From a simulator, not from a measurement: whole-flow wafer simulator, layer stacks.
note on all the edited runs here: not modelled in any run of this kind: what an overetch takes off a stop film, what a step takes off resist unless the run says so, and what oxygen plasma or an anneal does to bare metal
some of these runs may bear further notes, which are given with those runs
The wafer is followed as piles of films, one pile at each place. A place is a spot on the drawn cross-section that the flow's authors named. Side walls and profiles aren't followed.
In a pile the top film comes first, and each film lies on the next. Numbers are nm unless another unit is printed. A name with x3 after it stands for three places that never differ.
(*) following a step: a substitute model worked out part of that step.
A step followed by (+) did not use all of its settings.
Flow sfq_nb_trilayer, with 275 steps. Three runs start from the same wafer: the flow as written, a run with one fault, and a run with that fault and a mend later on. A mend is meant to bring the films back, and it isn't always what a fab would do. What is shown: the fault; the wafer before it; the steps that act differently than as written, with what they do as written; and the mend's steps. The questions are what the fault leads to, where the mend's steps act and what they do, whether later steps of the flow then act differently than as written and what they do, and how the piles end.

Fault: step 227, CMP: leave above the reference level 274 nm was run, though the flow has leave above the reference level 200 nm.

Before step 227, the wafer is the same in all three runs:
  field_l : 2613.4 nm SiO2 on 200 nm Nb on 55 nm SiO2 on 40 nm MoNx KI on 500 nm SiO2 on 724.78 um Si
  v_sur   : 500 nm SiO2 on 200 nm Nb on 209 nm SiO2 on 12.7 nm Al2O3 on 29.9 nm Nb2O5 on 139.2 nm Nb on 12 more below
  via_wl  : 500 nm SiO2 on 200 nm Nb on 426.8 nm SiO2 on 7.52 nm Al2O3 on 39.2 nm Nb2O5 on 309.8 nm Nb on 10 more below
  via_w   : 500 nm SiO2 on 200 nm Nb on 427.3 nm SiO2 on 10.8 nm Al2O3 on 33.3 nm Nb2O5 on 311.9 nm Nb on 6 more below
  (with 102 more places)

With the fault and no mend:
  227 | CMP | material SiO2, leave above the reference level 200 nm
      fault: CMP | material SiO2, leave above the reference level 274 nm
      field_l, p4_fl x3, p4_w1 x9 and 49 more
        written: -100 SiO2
        fault: -26 SiO2
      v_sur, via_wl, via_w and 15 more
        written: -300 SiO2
        fault: -226 SiO2
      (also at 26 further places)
  Steps later in the flow that act otherwise than as written (4 more steps, not shown, differ only slightly: by at most 2% or 0.5 nm, whichever is larger):
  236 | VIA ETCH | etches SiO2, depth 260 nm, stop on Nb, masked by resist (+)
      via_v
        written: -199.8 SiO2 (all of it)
        fault: -260 SiO2
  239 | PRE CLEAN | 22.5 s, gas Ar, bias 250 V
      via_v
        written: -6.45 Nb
        fault: -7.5 SiO2
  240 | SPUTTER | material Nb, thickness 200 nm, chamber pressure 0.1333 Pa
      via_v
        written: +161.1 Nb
        fault: +146.9 Nb (new film)
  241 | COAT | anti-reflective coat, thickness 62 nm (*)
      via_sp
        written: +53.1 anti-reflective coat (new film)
        fault: +50 anti-reflective coat (new film)
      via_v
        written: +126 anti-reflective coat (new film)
        fault: +129.5 anti-reflective coat (new film)
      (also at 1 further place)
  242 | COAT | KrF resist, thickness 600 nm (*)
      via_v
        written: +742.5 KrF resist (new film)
        fault: +801.5 KrF resist (new film)
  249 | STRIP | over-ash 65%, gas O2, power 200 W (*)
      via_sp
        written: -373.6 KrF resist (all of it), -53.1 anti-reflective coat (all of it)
        fault: -369.5 KrF resist (all of it), -50 anti-reflective coat (all of it)
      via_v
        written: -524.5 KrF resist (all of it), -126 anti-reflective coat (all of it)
        fault: -583.4 KrF resist (all of it), -129.5 anti-reflective coat (all of it)
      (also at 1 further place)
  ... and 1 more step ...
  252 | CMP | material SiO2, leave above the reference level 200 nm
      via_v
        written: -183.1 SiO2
        fault: -157.1 SiO2
  By the end, the piles at field_l, v_sur, via_wl and 103 more depart from the flow's by more than 2% or 0.5 nm, whichever is larger.
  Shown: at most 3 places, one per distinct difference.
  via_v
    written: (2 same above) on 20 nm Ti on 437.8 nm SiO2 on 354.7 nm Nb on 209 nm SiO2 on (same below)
    fault: (2 same above) on 20 nm Ti on 513.3 nm SiO2 on 146.9 nm Nb on 6.34 nm SiO2 on 200 nm Nb on 209 nm SiO2 on (same below)
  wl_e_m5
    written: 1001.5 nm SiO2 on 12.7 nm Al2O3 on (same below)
    fault: 1075.5 nm SiO2 on 12.7 nm Al2O3 on (same below)
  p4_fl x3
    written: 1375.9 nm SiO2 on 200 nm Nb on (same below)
    fault: 1449.9 nm SiO2 on 200 nm Nb on (same below)

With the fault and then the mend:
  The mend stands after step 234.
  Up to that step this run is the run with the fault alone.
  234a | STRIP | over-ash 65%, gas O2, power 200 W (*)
      field_l, v_sur, via_wl and 102 more
        -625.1 KrF resist (all of it), -62 anti-reflective coat (all of it)
      via_v
        -62 anti-reflective coat (all of it)
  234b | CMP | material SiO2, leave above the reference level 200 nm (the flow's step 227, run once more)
      field_l, v_sur, via_wl and 103 more
        -74 SiO2
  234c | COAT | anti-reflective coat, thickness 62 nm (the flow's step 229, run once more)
      field_l, v_sur, via_wl and 103 more
        +62 anti-reflective coat (new film)
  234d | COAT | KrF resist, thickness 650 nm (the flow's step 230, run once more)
      field_l, v_sur, via_wl and 103 more
        +650 KrF resist (new film)
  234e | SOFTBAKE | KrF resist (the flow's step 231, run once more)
      does not change any film at any place that is followed
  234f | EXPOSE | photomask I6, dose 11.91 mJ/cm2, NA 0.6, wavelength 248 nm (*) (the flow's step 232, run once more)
      does not change any film at any place that is followed
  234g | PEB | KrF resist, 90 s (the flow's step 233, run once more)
      field_l, v_sur, via_wl and 103 more
        -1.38 KrF resist
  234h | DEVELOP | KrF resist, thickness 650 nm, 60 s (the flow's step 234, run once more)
      field_l, v_sur, via_wl and 102 more
        -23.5 KrF resist
      via_v
        -648.6 KrF resist (all of it)
  None of the later steps of the flow acts differently than as written at any place that is followed.
  By the end, the piles equal the flow's at every place that both follow.
